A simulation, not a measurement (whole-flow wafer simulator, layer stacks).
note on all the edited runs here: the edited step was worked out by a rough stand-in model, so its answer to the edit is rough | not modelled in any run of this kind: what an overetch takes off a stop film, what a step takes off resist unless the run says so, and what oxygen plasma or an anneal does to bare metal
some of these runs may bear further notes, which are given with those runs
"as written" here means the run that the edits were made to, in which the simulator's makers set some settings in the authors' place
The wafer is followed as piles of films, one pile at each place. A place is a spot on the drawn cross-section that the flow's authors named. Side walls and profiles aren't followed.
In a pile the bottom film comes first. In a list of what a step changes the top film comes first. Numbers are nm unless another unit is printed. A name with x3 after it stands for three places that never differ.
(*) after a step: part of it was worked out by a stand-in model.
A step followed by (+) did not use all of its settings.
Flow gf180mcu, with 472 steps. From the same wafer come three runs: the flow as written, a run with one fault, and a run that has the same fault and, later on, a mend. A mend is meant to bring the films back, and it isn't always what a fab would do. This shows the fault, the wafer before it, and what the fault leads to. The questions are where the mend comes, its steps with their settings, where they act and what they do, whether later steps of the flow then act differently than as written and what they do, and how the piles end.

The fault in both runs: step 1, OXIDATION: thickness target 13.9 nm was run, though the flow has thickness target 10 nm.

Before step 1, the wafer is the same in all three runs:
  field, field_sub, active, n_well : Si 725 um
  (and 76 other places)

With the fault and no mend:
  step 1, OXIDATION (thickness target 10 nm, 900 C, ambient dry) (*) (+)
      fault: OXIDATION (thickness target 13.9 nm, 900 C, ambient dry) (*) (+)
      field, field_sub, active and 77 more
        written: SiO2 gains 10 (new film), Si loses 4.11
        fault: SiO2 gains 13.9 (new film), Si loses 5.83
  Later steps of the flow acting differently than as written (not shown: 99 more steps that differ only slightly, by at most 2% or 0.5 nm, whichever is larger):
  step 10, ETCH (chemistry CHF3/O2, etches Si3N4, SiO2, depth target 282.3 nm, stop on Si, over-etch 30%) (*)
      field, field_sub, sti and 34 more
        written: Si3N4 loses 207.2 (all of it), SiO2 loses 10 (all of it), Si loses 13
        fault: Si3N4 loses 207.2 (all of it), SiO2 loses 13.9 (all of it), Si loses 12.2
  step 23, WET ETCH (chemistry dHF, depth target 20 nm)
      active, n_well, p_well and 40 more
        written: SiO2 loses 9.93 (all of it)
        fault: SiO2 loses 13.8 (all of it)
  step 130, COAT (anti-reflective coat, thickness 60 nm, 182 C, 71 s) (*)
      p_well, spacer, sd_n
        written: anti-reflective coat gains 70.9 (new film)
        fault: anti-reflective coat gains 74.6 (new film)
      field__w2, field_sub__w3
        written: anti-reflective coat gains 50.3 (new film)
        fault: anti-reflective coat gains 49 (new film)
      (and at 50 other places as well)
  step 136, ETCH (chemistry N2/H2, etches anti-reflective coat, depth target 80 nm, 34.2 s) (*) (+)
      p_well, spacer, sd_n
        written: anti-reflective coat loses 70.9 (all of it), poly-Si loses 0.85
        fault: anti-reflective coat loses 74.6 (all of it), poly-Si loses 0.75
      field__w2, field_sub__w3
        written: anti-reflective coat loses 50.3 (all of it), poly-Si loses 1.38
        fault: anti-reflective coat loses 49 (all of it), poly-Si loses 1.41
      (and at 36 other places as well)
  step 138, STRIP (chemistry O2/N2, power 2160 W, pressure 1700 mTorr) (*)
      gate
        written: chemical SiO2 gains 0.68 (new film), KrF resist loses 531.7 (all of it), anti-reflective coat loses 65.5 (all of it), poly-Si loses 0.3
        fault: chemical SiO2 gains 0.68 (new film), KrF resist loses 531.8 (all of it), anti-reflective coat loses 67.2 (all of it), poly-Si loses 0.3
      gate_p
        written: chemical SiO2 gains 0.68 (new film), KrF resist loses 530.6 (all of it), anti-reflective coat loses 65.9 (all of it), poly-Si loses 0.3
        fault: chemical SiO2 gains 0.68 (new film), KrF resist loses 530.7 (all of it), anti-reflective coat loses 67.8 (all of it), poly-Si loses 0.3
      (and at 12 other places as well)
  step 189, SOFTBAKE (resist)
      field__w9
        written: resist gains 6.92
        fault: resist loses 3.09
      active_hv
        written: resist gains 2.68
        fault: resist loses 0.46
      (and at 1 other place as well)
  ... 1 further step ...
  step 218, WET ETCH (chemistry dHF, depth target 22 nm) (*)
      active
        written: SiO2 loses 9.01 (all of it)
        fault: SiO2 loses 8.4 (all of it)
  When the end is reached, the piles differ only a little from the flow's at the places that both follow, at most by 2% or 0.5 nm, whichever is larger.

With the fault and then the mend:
  The mend stands after step 1.
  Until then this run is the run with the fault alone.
  step 1a, WET ETCH (chemistry dHF, depth target 3.9 nm, 25 C, dilution 100:1)
      field, field_sub, active and 77 more
        SiO2 loses 3.9
  Later steps of the flow that are run all act as written at every place that is followed.
  When the end is reached, the piles differ only a little from the flow's at the places that both follow, at most by 2% or 0.5 nm, whichever is larger.
